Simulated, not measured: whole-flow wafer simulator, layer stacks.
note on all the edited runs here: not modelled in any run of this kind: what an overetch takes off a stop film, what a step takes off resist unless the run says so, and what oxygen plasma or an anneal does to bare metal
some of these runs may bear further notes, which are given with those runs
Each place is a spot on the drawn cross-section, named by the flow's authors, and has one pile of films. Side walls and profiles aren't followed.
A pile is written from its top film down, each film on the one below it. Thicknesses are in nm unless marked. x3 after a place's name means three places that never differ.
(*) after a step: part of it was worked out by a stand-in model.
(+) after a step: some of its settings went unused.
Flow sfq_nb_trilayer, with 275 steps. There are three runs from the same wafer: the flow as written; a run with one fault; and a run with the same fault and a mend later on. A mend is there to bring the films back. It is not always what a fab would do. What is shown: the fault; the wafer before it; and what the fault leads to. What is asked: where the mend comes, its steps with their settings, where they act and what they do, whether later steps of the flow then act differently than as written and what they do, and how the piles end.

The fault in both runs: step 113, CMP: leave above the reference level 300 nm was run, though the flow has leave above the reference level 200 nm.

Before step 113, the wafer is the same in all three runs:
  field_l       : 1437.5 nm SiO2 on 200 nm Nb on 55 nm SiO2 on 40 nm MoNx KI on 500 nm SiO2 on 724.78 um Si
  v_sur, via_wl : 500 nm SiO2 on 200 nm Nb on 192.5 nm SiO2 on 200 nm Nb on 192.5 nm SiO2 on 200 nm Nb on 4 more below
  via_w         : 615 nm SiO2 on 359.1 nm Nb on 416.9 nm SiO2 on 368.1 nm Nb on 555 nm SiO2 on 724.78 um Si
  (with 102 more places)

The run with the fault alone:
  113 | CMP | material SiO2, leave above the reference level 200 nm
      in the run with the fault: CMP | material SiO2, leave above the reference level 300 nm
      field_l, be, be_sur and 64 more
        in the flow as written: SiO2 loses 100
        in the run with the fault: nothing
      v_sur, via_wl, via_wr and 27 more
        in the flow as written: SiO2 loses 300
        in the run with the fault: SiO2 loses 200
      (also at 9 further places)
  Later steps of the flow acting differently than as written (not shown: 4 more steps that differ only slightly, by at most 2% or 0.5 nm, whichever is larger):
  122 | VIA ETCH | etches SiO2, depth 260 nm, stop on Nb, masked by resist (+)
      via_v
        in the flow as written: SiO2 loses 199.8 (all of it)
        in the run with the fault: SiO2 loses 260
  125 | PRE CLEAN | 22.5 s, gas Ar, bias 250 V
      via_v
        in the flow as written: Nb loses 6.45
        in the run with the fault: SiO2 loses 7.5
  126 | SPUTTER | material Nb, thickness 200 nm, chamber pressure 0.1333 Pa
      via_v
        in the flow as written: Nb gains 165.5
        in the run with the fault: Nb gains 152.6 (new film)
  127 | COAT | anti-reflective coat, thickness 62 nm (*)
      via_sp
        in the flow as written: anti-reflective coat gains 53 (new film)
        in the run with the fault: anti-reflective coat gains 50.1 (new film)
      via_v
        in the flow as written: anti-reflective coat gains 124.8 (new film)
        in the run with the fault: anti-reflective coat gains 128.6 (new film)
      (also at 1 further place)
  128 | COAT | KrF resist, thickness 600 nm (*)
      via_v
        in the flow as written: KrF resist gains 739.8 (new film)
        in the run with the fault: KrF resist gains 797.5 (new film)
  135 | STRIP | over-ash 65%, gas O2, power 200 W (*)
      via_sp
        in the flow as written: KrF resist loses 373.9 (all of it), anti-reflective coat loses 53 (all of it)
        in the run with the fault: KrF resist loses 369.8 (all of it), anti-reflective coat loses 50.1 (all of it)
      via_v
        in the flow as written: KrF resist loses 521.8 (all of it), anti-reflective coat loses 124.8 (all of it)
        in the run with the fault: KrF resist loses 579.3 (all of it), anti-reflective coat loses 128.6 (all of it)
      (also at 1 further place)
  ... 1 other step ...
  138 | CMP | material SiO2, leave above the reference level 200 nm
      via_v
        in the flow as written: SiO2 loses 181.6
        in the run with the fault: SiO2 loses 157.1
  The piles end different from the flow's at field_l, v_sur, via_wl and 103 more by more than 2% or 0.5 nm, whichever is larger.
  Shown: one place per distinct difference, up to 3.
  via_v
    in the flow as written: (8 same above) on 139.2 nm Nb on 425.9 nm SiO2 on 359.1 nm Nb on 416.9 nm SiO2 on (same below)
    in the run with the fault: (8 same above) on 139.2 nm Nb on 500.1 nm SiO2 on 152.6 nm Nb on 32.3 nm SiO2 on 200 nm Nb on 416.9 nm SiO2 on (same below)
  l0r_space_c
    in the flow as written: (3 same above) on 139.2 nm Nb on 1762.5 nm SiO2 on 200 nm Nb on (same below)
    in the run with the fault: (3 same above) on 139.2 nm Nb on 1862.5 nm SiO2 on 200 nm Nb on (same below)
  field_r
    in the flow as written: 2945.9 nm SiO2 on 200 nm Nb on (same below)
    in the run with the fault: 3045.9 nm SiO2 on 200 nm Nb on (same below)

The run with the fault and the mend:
  The mend follows step 120.
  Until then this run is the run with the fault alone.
  120a | STRIP | over-ash 65%, gas O2, power 200 W (*)
      field_l, v_sur, via_wl and 102 more
        KrF resist loses 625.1 (all of it), anti-reflective coat loses 62 (all of it)
      via_v
        anti-reflective coat loses 62 (all of it)
  120b | CMP | material SiO2, leave above the reference level 200 nm (the flow's step 113 again)
      field_l, v_sur, via_wl and 103 more
        SiO2 loses 100
  120c | COAT | anti-reflective coat, thickness 62 nm (the flow's step 115 again)
      field_l, v_sur, via_wl and 103 more
        anti-reflective coat gains 62 (new film)
  120d | COAT | KrF resist, thickness 650 nm (the flow's step 116 again)
      field_l, v_sur, via_wl and 103 more
        KrF resist gains 650 (new film)
  120e | SOFTBAKE | KrF resist (the flow's step 117 again)
      alters no film at any place that is followed
  120f | EXPOSE | photomask I3, dose 11.91 mJ/cm2, NA 0.6, wavelength 248 nm (*) (the flow's step 118 again)
      alters no film at any place that is followed
  120g | PEB | KrF resist, 90 s (the flow's step 119 again)
      field_l, v_sur, via_wl and 103 more
        KrF resist loses 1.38
  120h | DEVELOP | KrF resist, thickness 650 nm, 60 s (the flow's step 120 again)
      field_l, v_sur, via_wl and 102 more
        KrF resist loses 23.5
      via_v
        KrF resist loses 648.6 (all of it)
  Every later step of the flow that is run acts as written at every place that is followed.
  The piles end the same as the flow's at every place that both follow.
